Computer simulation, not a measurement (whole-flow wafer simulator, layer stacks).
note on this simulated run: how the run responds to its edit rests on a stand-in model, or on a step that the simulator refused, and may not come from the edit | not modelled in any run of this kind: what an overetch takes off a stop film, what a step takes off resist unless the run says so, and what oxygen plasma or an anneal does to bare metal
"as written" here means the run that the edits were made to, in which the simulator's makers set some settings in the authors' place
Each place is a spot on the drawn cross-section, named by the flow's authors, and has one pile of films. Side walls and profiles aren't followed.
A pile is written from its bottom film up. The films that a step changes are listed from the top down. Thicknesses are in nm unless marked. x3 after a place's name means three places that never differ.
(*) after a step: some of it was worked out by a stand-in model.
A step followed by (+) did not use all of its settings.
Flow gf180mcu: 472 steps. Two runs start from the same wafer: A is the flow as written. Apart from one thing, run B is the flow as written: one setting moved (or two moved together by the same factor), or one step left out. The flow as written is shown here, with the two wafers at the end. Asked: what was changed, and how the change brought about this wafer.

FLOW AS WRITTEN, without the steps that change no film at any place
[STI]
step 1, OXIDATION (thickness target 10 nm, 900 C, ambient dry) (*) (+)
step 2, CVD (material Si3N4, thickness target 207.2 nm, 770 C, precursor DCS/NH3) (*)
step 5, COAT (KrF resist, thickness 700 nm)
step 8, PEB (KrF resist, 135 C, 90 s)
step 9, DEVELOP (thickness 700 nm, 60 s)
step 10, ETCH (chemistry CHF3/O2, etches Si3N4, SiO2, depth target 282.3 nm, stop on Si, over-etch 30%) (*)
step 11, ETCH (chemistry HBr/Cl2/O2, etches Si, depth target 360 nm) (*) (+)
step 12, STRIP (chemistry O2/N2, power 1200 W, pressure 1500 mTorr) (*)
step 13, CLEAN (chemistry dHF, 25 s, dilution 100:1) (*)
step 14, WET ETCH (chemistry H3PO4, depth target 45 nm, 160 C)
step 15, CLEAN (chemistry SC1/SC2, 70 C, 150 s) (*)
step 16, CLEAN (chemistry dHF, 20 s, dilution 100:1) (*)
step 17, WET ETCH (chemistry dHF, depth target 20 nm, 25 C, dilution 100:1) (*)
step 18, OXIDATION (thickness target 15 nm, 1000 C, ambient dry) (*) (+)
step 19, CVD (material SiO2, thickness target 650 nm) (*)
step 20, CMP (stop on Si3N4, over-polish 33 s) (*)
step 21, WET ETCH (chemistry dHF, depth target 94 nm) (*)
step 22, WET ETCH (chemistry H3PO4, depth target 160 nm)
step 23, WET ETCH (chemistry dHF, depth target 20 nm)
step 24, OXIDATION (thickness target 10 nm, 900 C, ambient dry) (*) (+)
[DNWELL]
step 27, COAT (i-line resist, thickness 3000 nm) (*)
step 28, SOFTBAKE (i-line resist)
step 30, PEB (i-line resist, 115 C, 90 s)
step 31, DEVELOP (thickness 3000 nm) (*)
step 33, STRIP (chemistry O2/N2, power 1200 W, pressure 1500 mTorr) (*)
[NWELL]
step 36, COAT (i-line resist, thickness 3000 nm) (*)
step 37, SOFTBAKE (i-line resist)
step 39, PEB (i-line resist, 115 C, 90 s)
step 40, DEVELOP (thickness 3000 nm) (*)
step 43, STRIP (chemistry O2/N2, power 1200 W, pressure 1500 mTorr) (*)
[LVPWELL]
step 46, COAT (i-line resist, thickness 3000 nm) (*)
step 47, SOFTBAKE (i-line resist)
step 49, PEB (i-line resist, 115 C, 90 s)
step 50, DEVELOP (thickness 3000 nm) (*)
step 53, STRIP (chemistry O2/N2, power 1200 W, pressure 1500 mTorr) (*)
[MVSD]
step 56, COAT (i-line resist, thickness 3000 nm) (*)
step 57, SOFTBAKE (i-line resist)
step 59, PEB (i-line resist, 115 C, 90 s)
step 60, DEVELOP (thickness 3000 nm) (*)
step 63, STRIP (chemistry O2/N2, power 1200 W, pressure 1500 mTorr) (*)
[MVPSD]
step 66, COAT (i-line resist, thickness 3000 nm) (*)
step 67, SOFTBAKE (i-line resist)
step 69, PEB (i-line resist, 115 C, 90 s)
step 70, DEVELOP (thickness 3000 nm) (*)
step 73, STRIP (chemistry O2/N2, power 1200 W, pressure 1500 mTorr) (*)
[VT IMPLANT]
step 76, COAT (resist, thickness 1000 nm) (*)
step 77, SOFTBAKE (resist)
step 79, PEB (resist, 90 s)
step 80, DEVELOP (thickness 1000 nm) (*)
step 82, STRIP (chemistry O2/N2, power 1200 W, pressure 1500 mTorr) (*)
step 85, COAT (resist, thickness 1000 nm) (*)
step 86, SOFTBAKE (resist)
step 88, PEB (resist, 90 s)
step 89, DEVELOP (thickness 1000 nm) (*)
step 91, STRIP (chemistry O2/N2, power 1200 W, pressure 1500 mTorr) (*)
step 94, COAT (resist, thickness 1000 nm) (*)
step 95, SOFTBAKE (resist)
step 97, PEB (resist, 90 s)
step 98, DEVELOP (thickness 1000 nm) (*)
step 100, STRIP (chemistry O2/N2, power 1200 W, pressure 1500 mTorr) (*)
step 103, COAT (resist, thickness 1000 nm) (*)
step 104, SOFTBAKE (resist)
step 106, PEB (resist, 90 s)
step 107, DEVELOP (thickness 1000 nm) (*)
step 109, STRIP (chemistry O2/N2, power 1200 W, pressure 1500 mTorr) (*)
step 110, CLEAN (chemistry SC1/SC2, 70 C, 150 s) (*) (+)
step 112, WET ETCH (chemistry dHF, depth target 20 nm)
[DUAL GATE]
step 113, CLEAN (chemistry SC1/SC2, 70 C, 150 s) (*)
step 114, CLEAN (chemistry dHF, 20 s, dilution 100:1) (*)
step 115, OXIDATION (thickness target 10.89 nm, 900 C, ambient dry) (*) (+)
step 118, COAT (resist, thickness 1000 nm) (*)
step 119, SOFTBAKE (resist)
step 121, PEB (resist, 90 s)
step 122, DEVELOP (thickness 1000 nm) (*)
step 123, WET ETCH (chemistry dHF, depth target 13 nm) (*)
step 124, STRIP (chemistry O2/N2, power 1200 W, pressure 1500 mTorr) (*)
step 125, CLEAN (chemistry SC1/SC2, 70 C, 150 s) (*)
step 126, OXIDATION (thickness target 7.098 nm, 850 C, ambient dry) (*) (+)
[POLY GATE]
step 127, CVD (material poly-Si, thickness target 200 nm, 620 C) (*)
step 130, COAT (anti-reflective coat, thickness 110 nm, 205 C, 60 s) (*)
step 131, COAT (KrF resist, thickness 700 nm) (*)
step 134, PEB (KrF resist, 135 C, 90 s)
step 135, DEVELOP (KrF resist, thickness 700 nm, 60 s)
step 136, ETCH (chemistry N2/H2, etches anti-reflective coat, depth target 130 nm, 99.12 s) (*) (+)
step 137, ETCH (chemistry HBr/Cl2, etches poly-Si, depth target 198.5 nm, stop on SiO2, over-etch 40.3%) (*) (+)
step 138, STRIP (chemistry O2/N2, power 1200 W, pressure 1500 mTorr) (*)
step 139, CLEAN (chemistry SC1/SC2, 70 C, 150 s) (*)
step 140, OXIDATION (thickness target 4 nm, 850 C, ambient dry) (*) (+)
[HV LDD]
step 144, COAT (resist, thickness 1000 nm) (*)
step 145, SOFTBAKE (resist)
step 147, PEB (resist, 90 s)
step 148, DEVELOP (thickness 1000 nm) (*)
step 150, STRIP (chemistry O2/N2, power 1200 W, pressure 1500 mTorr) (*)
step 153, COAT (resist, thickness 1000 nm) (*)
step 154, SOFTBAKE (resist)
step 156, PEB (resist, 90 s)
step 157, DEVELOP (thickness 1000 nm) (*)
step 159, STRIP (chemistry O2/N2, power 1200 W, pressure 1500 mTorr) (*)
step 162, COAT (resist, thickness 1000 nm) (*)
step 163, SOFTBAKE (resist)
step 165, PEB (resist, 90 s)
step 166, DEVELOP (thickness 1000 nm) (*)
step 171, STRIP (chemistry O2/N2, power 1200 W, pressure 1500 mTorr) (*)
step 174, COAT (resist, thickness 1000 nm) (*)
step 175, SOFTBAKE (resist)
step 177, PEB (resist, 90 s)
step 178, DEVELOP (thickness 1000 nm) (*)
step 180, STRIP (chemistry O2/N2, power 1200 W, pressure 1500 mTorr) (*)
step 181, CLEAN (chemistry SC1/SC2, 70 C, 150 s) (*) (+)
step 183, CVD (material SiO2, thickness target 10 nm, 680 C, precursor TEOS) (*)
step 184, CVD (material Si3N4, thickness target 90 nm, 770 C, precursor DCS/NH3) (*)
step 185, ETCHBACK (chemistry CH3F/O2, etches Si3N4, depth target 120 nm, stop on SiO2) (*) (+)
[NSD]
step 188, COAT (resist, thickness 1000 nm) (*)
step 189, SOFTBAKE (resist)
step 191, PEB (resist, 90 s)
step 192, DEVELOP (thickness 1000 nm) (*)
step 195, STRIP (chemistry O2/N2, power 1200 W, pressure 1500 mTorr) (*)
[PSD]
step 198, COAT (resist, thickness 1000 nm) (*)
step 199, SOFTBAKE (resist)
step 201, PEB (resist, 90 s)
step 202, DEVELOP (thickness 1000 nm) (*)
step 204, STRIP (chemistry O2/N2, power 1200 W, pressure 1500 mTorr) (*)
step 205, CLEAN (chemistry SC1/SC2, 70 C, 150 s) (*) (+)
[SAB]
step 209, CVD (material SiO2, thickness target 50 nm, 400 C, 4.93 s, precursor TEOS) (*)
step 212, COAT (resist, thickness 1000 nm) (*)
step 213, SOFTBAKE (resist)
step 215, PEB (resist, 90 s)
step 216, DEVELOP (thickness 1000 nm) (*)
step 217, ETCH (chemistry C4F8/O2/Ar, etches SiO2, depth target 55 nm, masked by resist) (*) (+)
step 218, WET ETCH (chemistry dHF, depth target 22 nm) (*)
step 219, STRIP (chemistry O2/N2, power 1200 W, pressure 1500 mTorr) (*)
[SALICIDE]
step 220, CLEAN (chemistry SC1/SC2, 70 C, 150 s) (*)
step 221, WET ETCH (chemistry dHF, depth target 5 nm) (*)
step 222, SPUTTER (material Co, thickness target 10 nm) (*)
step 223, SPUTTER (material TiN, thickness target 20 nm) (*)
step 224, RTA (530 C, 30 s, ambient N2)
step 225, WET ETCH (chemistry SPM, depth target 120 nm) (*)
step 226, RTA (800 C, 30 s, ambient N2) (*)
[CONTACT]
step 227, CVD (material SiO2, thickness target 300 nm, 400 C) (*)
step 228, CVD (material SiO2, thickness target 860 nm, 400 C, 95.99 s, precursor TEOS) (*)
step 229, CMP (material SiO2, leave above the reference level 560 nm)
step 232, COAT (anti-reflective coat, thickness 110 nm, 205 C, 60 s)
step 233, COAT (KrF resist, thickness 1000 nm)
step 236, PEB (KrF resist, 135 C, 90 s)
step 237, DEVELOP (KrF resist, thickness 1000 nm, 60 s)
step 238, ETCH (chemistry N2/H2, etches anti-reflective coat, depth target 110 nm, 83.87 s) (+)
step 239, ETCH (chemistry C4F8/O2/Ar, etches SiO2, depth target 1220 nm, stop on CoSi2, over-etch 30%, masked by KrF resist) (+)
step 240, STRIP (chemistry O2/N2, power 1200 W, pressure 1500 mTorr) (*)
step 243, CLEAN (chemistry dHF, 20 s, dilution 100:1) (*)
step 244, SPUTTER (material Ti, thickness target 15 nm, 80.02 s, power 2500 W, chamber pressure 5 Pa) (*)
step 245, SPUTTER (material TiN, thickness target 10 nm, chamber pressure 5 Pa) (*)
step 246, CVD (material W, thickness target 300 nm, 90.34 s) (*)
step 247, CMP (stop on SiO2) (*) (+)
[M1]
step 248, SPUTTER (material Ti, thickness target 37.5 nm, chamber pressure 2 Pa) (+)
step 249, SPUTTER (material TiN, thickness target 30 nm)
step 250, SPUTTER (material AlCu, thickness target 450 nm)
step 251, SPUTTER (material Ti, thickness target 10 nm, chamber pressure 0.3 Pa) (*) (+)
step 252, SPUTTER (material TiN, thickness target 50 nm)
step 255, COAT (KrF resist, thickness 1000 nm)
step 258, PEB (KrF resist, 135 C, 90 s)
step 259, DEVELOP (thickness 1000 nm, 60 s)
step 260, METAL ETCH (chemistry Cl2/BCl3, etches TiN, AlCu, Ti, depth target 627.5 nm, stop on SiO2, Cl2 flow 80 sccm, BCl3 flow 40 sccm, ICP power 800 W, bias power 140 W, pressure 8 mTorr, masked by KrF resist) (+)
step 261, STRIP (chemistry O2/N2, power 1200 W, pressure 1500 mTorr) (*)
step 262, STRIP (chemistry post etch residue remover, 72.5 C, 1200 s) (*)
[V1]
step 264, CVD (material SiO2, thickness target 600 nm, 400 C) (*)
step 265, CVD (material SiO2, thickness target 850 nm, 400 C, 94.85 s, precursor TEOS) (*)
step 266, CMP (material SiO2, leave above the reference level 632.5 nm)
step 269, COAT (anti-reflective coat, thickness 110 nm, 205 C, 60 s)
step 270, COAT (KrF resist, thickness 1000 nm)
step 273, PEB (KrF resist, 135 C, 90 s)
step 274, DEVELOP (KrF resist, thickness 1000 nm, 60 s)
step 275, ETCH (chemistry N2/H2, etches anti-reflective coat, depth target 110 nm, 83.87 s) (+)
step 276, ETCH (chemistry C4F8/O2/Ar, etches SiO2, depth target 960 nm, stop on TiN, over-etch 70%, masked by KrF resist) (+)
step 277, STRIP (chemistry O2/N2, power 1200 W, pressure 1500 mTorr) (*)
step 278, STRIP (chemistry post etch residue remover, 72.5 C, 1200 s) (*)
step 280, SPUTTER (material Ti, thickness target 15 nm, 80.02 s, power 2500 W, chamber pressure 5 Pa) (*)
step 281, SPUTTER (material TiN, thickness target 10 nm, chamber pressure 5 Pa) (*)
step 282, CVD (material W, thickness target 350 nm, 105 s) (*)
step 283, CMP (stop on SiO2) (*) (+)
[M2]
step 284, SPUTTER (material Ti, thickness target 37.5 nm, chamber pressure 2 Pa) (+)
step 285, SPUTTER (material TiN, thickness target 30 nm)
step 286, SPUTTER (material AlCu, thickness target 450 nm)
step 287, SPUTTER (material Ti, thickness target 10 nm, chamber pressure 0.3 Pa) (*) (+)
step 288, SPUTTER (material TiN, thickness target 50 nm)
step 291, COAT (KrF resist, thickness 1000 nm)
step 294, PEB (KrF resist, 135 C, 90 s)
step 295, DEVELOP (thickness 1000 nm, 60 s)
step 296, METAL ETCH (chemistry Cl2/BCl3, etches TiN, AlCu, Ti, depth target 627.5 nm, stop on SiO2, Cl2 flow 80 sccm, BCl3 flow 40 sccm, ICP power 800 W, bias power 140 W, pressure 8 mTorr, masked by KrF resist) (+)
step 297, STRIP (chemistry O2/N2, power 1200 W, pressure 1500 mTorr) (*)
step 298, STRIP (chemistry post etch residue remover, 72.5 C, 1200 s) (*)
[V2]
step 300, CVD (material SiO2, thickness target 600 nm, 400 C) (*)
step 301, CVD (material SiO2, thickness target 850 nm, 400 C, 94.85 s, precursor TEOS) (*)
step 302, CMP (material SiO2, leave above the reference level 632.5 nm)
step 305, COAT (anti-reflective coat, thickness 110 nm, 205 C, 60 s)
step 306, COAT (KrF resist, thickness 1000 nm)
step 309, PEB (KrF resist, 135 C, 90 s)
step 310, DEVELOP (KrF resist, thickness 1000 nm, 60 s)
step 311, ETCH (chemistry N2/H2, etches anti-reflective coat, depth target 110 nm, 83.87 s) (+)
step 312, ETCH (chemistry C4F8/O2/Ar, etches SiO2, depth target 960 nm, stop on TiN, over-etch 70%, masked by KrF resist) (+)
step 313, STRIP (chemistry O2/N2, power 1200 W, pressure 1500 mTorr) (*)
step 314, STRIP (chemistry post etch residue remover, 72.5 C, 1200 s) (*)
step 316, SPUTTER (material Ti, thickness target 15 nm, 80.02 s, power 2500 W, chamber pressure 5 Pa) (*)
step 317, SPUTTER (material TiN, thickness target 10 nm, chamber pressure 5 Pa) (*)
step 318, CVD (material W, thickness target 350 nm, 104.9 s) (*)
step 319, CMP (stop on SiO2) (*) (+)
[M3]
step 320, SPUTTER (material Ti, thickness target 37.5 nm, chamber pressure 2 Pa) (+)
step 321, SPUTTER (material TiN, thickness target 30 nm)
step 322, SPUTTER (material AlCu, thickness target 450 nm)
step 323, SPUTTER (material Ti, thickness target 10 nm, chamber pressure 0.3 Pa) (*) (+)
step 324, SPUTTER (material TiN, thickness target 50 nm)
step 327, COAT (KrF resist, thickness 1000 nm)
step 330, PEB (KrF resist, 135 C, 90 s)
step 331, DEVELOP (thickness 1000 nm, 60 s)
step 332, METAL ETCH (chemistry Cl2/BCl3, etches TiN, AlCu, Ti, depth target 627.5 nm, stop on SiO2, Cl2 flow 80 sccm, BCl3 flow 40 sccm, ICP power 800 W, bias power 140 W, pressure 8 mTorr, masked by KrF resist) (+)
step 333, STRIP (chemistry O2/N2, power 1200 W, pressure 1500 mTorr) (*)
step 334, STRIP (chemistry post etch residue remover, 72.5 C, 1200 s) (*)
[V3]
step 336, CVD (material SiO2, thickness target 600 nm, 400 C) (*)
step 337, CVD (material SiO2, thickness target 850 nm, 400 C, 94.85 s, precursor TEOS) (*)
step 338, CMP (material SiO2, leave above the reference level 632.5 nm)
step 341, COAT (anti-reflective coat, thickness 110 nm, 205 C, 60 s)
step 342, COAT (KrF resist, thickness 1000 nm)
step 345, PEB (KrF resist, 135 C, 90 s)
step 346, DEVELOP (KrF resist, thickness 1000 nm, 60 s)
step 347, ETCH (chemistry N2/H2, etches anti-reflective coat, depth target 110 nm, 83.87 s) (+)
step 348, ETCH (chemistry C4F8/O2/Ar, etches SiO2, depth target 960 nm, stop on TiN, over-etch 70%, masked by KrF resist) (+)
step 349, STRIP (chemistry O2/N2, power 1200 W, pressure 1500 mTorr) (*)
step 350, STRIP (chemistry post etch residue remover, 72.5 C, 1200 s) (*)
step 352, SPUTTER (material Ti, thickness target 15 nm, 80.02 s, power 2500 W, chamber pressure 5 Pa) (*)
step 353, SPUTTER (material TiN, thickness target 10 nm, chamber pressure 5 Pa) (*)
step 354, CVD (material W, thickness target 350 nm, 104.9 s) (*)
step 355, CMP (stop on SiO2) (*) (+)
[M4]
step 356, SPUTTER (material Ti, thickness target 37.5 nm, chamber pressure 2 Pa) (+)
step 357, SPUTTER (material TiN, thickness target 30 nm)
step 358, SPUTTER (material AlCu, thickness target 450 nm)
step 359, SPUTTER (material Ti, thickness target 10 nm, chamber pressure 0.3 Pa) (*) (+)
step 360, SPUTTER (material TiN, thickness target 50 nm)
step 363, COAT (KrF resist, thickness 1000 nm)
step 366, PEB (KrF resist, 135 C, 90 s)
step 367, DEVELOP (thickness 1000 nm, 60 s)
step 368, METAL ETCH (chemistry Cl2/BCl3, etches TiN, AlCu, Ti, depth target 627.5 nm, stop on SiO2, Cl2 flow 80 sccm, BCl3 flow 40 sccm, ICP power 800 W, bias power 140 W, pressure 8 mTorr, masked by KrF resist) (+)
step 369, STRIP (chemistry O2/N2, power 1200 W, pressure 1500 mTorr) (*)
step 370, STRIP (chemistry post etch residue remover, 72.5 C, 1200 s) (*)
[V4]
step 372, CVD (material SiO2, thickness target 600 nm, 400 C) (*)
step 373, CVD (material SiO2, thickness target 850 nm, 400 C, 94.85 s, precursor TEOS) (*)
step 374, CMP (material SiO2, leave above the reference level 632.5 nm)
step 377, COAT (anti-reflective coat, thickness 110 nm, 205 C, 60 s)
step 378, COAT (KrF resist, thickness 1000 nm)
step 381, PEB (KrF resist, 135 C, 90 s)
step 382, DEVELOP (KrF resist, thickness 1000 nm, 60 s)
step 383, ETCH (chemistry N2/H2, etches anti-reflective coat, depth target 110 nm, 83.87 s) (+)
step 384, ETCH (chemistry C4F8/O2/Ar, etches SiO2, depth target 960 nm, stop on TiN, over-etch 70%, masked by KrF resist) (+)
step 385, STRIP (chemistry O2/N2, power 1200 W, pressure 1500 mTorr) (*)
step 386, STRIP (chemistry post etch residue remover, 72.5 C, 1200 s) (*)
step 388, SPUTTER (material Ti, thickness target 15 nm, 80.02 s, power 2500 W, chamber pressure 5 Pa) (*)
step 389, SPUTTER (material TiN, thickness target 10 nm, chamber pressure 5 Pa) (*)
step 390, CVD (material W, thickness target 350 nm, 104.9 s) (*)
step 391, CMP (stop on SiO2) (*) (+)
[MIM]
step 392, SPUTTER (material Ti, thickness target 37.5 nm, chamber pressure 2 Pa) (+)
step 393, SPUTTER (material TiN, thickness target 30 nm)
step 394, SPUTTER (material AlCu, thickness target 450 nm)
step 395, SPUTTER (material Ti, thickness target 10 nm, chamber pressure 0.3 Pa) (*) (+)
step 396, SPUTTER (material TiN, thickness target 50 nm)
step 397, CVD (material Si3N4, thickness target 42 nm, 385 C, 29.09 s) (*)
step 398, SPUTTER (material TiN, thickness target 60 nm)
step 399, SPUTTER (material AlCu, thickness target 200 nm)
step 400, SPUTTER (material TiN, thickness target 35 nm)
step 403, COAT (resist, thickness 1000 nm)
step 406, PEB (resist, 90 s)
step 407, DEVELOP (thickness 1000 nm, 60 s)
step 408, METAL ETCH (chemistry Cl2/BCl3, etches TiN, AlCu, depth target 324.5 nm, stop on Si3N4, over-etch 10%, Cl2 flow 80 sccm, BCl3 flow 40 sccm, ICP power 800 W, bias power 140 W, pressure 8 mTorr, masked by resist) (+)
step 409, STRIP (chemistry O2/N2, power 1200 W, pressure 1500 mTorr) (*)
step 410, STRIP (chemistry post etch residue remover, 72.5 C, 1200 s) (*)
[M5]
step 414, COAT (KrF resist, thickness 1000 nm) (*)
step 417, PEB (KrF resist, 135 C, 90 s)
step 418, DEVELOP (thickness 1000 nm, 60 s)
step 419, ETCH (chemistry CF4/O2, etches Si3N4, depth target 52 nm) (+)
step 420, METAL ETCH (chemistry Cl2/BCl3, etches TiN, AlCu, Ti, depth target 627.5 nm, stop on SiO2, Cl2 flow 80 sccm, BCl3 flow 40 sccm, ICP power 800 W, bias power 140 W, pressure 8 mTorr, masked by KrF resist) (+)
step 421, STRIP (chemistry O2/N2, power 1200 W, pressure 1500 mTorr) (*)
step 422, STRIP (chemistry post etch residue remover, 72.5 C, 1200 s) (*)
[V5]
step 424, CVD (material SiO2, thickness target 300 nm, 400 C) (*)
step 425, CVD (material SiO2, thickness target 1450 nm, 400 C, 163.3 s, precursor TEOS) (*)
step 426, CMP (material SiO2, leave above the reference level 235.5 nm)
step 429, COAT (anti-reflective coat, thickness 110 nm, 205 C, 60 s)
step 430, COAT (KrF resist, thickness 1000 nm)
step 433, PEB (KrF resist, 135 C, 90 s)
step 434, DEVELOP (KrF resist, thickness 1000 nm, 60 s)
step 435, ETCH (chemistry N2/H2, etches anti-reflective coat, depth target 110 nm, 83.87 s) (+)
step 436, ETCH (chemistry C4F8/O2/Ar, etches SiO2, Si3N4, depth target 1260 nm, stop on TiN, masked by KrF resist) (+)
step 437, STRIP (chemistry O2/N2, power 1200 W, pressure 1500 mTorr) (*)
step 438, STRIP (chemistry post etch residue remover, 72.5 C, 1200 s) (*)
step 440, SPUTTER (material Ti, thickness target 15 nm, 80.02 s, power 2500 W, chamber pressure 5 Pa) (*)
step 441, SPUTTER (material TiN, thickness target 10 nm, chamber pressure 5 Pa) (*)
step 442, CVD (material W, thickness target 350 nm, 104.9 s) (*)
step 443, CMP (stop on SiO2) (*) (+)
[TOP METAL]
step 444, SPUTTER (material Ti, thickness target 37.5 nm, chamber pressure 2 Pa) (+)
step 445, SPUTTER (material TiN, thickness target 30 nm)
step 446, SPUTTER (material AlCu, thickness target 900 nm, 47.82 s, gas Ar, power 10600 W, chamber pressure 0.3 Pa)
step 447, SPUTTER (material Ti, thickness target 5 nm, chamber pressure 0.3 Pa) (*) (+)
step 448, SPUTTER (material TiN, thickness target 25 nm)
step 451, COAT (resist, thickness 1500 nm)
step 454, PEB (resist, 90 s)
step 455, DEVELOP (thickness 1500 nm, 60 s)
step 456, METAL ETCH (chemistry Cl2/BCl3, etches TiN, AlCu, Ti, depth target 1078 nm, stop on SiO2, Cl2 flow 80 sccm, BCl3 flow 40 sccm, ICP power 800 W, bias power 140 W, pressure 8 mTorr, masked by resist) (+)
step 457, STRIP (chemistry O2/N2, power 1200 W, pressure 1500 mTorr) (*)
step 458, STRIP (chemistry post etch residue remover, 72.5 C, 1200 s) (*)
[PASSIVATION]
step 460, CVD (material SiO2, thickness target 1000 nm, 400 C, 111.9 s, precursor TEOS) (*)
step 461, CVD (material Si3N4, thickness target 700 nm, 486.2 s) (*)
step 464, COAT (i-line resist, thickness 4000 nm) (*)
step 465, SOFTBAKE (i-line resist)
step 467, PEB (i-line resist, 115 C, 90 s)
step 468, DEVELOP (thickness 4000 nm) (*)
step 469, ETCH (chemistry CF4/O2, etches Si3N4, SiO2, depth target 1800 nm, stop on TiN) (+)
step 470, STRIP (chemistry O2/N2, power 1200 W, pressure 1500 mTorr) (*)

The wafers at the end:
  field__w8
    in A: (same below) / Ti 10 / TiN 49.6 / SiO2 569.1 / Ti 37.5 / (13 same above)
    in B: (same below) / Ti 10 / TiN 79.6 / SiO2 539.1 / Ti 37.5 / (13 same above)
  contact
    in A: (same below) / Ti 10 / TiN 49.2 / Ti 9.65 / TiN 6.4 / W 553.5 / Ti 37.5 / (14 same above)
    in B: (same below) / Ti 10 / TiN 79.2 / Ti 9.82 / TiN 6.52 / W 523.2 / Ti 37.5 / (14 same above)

The reason: step 360, SPUTTER: thickness target 80 nm was run, while the flow as written has thickness target 50 nm.

Step by step, how the change led to this:
  step 360, SPUTTER (material TiN, thickness target 50 nm)
      field, field__w1, field__w2 and 108 more: A +50 TiN (new film) | B +80 TiN (new film)
  step 368, METAL ETCH (chemistry Cl2/BCl3, etches TiN, AlCu, Ti, depth target 627.5 nm, stop on SiO2, Cl2 flow 80 sccm, BCl3 flow 40 sccm, ICP power 800 W, bias power 140 W, pressure 8 mTorr, masked by KrF resist) (+)
      field, field__w1, field__w2 and 103 more: A -50 TiN (all of it), -10 Ti (all of it), -450 AlCu (all of it), -30 TiN (all of it), -37.5 Ti (all of it) | B -80 TiN (all of it), -10 Ti (all of it), -450 AlCu (all of it), -30 TiN (all of it), -37.5 Ti (all of it)
  step 374, CMP (material SiO2, leave above the reference level 632.5 nm)
      field__w8, contact, m1, m1__w1, m1_nw: A -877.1 SiO2 | B -907.1 SiO2
  step 384, ETCH (chemistry C4F8/O2/Ar, etches SiO2, depth target 960 nm, stop on TiN, over-etch 70%, masked by KrF resist) (+)
      field, field__w1, field__w2 and 107 more: A -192 KrF resist | B -184.3 KrF resist
      contact: A -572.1 SiO2 (all of it) | B -542.1 SiO2 (all of it)
  step 390, CVD (material W, thickness target 350 nm, 104.9 s) (*)
      contact: A +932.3 W (new film) | B +902 W (new film)
